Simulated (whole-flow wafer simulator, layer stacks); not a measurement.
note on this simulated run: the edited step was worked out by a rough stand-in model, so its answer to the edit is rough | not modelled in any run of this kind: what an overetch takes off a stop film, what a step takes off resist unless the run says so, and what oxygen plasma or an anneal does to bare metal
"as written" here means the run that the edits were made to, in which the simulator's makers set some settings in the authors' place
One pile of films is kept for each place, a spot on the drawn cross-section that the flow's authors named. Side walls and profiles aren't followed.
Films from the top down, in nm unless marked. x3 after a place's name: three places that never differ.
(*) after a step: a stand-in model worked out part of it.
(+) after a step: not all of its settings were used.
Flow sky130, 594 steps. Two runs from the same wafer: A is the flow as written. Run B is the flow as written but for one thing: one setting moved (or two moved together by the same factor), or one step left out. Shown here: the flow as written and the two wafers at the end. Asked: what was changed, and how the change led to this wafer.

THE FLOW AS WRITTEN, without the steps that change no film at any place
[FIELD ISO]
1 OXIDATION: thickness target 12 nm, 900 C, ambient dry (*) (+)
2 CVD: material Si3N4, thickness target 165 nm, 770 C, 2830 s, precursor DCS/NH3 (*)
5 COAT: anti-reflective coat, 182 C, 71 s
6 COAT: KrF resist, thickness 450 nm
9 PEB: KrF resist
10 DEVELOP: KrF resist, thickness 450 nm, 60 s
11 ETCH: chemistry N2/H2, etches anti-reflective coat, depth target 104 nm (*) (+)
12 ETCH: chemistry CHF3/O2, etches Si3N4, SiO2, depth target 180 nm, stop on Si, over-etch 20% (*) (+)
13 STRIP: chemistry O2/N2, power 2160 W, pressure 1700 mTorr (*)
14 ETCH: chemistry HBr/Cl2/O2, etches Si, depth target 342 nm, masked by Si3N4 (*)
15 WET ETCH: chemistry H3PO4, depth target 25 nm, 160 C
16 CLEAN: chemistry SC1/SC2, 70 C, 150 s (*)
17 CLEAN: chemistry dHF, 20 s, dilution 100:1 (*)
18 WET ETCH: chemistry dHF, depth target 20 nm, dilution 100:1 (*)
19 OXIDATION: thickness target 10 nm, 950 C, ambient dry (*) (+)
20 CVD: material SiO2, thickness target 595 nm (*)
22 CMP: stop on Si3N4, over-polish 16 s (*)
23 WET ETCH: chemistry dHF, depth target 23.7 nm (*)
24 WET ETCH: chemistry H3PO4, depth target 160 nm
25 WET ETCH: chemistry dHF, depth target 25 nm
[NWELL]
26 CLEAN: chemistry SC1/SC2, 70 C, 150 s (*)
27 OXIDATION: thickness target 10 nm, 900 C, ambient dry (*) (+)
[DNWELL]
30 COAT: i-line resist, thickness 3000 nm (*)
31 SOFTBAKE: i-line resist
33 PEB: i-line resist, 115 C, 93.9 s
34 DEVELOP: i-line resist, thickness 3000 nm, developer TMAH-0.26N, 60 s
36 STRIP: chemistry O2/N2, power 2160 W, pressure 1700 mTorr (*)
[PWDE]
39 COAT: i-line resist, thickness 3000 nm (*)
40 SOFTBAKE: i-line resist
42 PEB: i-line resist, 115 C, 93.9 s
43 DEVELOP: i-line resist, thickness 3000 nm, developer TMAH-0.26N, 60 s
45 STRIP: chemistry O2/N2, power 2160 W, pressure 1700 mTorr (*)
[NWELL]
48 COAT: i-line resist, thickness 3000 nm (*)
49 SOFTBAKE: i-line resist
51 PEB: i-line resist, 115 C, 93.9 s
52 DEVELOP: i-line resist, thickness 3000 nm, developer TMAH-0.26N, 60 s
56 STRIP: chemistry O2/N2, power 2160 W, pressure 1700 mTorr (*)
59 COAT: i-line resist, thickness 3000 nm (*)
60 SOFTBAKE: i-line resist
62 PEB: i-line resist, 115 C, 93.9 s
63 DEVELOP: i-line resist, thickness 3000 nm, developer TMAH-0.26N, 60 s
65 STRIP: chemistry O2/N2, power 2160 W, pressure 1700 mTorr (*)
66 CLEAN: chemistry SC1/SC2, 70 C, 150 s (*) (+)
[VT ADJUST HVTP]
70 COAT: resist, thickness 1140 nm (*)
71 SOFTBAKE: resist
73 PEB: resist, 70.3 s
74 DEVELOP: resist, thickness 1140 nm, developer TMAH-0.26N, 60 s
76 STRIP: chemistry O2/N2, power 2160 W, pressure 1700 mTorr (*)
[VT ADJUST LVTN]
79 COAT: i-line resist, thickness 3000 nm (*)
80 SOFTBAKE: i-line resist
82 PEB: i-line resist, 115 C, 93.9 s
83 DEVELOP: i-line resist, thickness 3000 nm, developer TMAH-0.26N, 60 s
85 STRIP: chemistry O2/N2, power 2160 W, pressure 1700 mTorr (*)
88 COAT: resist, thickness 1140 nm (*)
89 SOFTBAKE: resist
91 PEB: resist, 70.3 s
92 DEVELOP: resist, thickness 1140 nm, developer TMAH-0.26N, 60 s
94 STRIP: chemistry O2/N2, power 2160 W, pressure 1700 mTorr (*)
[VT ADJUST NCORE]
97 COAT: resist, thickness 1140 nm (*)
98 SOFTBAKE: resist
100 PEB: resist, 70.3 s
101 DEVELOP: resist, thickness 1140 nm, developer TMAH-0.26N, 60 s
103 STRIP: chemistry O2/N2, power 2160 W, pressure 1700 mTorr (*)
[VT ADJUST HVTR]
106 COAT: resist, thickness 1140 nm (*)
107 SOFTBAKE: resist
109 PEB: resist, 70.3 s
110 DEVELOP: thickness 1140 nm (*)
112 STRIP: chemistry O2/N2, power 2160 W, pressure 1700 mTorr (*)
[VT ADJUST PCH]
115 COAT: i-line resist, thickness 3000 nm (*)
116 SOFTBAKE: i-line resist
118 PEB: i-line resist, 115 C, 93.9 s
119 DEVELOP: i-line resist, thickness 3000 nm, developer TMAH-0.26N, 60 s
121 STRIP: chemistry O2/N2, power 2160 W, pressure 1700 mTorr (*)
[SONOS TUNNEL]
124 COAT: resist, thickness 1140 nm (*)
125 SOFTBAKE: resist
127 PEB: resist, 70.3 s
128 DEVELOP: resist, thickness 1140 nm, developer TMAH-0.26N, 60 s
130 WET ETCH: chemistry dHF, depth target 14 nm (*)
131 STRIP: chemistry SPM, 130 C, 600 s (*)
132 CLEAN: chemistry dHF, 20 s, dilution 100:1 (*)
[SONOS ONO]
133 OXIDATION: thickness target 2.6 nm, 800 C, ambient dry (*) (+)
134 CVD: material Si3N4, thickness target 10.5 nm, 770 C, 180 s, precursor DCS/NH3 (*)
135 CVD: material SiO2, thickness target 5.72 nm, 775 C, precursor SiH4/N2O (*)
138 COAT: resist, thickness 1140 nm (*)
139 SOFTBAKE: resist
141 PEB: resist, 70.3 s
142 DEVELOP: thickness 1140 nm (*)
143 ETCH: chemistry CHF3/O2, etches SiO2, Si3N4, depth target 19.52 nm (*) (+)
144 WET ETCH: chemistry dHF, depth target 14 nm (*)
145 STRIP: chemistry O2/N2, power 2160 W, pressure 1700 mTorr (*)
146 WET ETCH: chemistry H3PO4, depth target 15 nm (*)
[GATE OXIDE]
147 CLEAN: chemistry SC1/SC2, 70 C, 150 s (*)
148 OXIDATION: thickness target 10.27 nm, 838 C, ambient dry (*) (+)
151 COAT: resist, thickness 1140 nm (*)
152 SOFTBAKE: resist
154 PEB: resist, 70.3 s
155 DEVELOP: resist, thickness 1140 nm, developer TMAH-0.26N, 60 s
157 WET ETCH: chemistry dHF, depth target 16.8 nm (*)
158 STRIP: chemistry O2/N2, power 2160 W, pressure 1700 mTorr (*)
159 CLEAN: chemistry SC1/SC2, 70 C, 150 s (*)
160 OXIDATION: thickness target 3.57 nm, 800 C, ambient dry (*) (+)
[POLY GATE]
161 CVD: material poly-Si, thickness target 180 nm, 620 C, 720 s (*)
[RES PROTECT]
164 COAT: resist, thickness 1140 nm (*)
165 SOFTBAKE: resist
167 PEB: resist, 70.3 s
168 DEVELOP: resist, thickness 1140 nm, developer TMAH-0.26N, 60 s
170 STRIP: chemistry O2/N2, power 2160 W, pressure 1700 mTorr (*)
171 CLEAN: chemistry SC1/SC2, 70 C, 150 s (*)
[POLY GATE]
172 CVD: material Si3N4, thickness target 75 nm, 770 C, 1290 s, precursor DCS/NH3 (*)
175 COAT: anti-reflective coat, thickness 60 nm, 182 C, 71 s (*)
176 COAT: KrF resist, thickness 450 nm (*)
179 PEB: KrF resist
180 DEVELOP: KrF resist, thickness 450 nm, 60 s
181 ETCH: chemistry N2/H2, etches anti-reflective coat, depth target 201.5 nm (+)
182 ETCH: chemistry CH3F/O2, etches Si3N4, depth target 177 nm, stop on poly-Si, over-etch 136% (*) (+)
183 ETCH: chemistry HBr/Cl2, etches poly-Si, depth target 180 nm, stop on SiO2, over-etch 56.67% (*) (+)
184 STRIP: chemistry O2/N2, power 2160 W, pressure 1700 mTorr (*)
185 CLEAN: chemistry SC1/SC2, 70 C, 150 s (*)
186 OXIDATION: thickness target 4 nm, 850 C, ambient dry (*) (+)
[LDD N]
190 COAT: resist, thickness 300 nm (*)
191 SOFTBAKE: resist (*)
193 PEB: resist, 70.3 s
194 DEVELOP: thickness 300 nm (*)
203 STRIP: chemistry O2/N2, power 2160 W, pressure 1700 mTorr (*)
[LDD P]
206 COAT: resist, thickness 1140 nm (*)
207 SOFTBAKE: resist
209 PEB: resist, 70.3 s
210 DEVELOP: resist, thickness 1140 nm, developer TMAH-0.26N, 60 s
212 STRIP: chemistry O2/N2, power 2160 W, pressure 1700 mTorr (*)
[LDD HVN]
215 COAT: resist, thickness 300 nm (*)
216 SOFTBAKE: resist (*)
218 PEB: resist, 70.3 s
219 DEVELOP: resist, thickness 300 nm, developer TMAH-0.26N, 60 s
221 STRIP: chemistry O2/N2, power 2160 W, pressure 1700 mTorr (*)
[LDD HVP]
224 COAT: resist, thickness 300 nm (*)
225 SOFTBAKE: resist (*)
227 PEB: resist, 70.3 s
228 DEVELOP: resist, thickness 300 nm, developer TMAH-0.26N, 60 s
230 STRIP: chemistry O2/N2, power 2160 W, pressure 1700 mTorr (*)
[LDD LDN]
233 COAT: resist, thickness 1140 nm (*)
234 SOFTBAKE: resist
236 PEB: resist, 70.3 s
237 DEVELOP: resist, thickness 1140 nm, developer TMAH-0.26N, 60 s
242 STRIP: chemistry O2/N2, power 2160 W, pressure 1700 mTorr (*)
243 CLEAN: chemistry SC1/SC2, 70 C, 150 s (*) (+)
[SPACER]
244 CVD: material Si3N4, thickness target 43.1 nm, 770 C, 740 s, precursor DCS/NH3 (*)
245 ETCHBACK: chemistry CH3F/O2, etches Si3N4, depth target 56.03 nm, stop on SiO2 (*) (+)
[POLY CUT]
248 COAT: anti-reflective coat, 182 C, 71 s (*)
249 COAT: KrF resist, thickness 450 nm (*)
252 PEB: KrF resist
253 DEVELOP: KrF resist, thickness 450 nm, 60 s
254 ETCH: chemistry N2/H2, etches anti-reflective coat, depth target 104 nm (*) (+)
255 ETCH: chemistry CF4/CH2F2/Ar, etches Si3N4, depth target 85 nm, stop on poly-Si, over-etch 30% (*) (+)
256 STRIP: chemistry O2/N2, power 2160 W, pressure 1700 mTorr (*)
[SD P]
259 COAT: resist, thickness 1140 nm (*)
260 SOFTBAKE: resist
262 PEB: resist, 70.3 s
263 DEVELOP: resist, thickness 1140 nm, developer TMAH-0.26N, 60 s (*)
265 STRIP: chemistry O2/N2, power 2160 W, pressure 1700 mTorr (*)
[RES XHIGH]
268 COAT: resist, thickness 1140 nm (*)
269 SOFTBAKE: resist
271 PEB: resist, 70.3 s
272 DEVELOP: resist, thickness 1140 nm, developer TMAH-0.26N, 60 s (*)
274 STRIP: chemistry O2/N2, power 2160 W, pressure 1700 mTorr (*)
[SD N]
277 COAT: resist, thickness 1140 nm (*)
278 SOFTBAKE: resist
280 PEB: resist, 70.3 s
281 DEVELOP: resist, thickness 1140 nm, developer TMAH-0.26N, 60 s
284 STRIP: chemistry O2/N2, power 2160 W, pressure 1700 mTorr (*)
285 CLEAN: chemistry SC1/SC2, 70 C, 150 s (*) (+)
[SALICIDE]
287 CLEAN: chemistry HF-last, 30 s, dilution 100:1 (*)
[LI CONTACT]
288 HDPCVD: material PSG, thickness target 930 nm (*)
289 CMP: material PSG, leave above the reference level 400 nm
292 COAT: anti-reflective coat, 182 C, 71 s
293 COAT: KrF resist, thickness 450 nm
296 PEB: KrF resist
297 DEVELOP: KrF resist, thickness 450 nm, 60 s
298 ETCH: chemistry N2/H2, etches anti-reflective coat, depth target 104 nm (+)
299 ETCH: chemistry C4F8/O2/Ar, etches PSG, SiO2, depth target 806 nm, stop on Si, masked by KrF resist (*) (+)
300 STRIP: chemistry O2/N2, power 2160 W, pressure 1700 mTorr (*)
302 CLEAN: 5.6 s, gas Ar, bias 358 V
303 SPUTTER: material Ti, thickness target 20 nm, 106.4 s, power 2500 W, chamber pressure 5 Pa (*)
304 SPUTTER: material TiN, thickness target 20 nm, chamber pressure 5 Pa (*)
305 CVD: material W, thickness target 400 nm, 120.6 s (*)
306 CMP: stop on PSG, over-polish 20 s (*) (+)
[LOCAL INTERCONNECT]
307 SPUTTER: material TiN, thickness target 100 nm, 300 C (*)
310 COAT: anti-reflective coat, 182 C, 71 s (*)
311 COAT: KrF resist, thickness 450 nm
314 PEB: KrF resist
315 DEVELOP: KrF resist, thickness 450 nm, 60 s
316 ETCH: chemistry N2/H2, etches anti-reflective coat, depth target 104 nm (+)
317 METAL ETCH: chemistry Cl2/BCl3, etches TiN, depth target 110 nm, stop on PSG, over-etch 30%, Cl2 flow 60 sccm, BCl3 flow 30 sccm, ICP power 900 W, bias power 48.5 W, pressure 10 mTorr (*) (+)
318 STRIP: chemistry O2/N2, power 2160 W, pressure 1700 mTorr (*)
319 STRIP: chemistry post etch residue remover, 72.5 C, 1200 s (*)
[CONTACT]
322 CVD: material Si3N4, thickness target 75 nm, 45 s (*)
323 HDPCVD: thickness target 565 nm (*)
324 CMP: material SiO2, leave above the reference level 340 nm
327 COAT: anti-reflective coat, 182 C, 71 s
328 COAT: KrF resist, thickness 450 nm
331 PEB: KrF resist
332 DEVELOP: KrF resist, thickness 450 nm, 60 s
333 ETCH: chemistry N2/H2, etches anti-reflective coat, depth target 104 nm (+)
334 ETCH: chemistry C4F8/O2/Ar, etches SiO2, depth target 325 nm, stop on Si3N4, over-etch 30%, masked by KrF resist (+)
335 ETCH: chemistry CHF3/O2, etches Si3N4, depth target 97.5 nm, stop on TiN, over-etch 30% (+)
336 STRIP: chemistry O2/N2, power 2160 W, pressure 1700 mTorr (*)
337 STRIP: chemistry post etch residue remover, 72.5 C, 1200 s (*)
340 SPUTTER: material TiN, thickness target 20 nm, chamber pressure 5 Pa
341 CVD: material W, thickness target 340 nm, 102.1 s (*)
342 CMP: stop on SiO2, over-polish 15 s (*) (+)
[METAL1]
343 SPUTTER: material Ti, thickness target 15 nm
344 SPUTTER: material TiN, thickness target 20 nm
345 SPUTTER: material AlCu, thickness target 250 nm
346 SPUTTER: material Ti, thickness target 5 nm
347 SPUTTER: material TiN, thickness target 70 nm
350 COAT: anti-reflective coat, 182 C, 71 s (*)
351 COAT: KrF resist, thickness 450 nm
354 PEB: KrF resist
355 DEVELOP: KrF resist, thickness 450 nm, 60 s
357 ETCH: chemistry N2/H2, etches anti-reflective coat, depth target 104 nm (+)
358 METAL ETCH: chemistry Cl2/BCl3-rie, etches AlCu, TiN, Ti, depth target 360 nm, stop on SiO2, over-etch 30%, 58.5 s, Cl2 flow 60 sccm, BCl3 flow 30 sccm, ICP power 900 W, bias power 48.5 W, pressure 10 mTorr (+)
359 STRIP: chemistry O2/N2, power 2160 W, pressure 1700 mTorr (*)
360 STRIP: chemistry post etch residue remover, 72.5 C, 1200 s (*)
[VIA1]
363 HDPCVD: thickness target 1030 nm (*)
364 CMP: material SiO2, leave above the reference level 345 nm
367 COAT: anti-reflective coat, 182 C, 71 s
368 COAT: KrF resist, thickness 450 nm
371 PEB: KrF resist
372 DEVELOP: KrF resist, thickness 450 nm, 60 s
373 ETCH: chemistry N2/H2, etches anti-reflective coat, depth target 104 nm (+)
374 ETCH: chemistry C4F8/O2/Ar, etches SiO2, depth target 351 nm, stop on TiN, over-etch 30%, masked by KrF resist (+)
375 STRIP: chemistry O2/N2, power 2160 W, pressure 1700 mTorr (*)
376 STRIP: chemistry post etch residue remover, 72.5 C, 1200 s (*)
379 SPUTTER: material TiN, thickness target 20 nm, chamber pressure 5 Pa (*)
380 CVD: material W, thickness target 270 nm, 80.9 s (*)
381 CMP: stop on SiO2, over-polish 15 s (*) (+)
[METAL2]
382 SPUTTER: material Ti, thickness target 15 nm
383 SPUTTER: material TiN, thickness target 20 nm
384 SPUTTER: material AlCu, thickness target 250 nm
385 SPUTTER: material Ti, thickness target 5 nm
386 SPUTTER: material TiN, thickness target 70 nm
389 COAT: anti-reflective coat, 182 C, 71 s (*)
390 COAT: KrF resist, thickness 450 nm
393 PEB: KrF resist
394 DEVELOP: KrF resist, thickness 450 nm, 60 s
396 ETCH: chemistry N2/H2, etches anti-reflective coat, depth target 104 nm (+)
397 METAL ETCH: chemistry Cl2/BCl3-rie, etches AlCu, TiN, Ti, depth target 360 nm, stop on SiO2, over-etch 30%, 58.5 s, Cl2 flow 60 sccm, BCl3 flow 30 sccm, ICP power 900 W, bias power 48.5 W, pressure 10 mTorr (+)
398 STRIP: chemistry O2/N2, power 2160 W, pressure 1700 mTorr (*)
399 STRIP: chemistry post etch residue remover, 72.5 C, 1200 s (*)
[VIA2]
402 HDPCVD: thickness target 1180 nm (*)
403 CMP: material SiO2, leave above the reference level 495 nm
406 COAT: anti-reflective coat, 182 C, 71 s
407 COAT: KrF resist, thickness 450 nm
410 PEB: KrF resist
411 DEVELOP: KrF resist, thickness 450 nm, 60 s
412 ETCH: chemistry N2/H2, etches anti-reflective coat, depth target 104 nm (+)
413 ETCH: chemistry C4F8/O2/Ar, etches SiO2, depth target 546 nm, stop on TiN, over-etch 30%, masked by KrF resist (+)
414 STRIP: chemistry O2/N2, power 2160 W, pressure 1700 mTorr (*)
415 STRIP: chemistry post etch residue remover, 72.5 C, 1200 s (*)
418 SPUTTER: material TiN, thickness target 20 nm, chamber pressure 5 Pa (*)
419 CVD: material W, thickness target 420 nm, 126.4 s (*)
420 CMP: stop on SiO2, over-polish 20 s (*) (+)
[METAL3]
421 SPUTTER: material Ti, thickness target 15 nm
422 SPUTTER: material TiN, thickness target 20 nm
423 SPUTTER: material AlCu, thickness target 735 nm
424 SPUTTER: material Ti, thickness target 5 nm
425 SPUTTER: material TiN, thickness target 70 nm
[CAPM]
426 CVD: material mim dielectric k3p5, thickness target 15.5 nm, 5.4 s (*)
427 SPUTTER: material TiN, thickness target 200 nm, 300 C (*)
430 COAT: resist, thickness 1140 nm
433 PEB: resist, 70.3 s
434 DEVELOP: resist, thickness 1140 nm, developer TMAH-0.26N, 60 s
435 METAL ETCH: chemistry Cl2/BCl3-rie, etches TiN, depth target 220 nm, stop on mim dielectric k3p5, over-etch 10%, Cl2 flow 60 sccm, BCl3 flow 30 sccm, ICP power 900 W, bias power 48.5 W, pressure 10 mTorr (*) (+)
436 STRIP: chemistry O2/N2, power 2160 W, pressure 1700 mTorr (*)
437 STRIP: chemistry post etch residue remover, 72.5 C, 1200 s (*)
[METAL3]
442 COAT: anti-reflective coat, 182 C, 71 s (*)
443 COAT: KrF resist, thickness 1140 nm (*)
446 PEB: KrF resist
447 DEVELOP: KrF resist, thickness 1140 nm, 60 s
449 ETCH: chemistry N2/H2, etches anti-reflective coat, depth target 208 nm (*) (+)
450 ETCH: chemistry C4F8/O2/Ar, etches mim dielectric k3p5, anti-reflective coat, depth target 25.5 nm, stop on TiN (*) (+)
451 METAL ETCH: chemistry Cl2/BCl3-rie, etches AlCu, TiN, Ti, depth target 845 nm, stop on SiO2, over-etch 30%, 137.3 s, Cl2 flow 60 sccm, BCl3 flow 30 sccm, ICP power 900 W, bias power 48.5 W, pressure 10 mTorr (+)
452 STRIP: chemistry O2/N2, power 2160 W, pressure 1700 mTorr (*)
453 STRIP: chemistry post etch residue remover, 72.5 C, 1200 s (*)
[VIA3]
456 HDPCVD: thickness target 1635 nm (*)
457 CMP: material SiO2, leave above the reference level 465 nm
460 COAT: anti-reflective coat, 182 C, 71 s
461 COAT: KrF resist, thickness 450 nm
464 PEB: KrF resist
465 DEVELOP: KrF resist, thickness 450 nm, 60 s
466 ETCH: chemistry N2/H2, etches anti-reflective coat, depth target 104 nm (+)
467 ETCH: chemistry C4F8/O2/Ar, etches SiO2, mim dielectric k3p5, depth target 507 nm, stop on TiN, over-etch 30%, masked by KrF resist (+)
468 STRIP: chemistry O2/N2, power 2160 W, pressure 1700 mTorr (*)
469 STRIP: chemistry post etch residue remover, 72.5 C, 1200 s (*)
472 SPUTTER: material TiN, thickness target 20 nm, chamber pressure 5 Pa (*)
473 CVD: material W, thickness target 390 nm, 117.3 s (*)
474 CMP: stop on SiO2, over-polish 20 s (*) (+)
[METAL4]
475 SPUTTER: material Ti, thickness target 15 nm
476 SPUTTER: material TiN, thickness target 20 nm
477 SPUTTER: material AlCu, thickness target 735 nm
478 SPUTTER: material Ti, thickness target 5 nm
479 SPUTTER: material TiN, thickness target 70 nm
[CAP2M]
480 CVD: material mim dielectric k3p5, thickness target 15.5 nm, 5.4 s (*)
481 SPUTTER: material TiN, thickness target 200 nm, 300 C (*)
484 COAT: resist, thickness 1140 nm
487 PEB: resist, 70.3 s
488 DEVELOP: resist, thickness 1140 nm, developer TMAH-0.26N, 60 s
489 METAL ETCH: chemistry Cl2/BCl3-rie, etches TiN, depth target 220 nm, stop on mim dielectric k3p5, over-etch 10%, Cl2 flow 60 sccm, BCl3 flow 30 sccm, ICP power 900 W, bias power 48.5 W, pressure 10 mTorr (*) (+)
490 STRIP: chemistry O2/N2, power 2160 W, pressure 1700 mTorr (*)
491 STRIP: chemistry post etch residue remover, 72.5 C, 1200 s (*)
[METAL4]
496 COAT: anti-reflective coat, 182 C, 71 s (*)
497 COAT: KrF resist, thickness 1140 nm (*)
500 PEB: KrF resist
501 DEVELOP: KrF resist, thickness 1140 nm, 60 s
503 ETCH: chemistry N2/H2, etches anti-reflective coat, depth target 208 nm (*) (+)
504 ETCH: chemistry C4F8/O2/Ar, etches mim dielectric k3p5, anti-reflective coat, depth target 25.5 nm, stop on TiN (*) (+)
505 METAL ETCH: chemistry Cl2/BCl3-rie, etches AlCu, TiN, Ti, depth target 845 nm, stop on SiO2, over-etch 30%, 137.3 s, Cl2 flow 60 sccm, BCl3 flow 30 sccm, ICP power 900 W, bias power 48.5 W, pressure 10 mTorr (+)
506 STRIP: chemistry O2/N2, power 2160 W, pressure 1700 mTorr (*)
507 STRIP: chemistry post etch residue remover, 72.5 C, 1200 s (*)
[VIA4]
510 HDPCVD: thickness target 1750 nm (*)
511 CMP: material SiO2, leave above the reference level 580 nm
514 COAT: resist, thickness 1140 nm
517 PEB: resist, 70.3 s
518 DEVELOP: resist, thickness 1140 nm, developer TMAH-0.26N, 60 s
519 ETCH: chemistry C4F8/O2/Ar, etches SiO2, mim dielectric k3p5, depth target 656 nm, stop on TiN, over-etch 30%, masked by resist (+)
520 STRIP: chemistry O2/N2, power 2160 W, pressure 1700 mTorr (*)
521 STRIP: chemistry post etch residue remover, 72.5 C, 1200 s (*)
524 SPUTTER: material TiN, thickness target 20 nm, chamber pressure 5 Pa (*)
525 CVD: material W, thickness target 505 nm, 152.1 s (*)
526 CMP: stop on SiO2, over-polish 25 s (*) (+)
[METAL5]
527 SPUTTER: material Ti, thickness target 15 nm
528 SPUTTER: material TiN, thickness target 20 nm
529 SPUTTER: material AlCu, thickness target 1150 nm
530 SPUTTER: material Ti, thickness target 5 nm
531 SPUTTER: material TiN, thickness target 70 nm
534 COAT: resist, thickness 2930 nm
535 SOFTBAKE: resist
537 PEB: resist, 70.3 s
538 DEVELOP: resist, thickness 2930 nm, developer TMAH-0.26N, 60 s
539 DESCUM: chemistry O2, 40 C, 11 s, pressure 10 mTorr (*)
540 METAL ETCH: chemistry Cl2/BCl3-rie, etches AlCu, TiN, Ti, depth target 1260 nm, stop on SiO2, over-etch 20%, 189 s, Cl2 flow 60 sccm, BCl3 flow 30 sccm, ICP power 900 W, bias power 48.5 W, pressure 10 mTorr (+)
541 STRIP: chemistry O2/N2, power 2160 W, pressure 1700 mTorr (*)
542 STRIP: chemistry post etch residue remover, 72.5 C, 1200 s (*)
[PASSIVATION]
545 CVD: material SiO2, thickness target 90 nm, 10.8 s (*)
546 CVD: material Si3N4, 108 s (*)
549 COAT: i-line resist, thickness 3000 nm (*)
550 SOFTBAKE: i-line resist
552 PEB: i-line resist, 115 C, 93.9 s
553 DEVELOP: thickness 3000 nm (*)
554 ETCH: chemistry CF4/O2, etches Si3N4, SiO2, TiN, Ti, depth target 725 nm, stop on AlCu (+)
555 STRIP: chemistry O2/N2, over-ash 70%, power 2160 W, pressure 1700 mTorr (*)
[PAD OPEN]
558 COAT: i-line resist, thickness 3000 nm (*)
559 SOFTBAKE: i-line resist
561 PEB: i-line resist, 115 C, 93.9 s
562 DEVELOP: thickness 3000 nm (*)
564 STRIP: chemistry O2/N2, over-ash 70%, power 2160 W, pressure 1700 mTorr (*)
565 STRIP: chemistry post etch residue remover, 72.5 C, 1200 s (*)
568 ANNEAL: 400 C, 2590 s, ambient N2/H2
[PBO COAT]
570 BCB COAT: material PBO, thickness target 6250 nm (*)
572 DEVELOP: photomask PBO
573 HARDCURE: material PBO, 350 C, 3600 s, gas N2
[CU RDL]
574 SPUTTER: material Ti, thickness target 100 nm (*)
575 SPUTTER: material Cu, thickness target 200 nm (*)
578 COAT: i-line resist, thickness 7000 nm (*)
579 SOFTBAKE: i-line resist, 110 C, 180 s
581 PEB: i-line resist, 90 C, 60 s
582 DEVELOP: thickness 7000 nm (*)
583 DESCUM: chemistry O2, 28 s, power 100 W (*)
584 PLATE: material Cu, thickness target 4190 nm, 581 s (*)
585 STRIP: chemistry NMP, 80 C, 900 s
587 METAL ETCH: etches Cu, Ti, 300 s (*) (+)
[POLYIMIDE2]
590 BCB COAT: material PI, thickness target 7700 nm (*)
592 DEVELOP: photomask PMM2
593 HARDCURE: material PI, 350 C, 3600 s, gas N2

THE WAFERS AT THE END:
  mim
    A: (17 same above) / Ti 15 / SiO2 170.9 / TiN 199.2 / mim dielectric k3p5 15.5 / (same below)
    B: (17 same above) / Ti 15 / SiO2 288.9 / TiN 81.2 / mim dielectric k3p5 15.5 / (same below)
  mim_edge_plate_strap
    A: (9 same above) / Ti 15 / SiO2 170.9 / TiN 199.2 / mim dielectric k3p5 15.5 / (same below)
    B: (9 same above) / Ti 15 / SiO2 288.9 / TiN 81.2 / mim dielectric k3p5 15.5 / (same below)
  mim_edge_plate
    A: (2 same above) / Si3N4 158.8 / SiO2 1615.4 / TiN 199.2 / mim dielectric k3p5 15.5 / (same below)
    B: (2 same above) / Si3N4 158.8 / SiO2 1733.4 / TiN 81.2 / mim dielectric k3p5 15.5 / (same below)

The cause: step 427, SPUTTER: thickness target 82 nm was run, where the flow has thickness target 200 nm.

How the change led to this, step by step:
  427 SPUTTER: material TiN, thickness target 200 nm, 300 C (*)
      field, active, n_well and 188 more: A TiN +200 (new film) | B TiN +82 (new film)
  435 METAL ETCH: chemistry Cl2/BCl3-rie, etches TiN, depth target 220 nm, stop on mim dielectric k3p5, over-etch 10%, Cl2 flow 60 sccm, BCl3 flow 30 sccm, ICP power 900 W, bias power 48.5 W, pressure 10 mTorr (*) (+)
      field, active, n_well and 185 more: A TiN -200 (all of it) | B TiN -82 (all of it)
      mim, mim_edge_plate_strap, mim_edge_plate: A resist -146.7 | B resist -60.1
  436 STRIP: chemistry O2/N2, power 2160 W, pressure 1700 mTorr (*)
      mim, mim_edge_plate_strap, mim_edge_plate: A resist -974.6 (all of it) | B resist -1061.1 (all of it)
  442 COAT: anti-reflective coat, 182 C, 71 s (*)
      rpm_encl, rpm_encl_psd, rpm_encl_urpm: A anti-reflective coat +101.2 (new film) | B anti-reflective coat +96.4 (new film)
      poly_licon, rpo_hd_licon: A anti-reflective coat +57.6 (new film) | B anti-reflective coat +82.8 (new film)
      (and at 9 more places)
  443 COAT: KrF resist, thickness 1140 nm (*)
      mim_edge_plate_strap, mim_edge_plate: A KrF resist +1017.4 (new film) | B KrF resist +1135.4 (new film)
      poly_licon, rpo_hd_licon: A KrF resist +1171.3 (new film) | B KrF resist +1142.2 (new film)
      (and at 3 more places)
  447 DEVELOP: KrF resist, thickness 1140 nm, 60 s
      poly_licon, rpo_hd_licon: A KrF resist -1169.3 (all of it) | B KrF resist -1140.3 (all of it)
      rxpo_ln: A KrF resist -1165.6 (all of it) | B KrF resist -1136.1 (all of it)
  449 ETCH: chemistry N2/H2, etches anti-reflective coat, depth target 208 nm (*) (+)
      rpm_encl, rpm_encl_psd, rpm_encl_urpm: A anti-reflective coat -101.2 (all of it) | B anti-reflective coat -96.4 (all of it)
      poly_licon, rpo_hd_licon: A anti-reflective coat -57.6 (all of it) | B anti-reflective coat -82.8 (all of it)
      (and at 3 more places)
  452 STRIP: chemistry O2/N2, power 2160 W, pressure 1700 mTorr (*)
      mim_edge_plate_strap, mim_edge_plate: A KrF resist -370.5 (all of it), anti-reflective coat -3 (all of it) | B KrF resist -488.3 (all of it), anti-reflective coat -3 (all of it)
      mim: A KrF resist -378.7 (all of it), anti-reflective coat -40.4 (all of it) | B KrF resist -467.6 (all of it), anti-reflective coat -36.7 (all of it)
      (and at 5 more places)
  457 CMP: material SiO2, leave above the reference level 465 nm
      mim, mim_edge_plate_strap, mim_edge_plate: A SiO2 -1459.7 | B SiO2 -1341.7
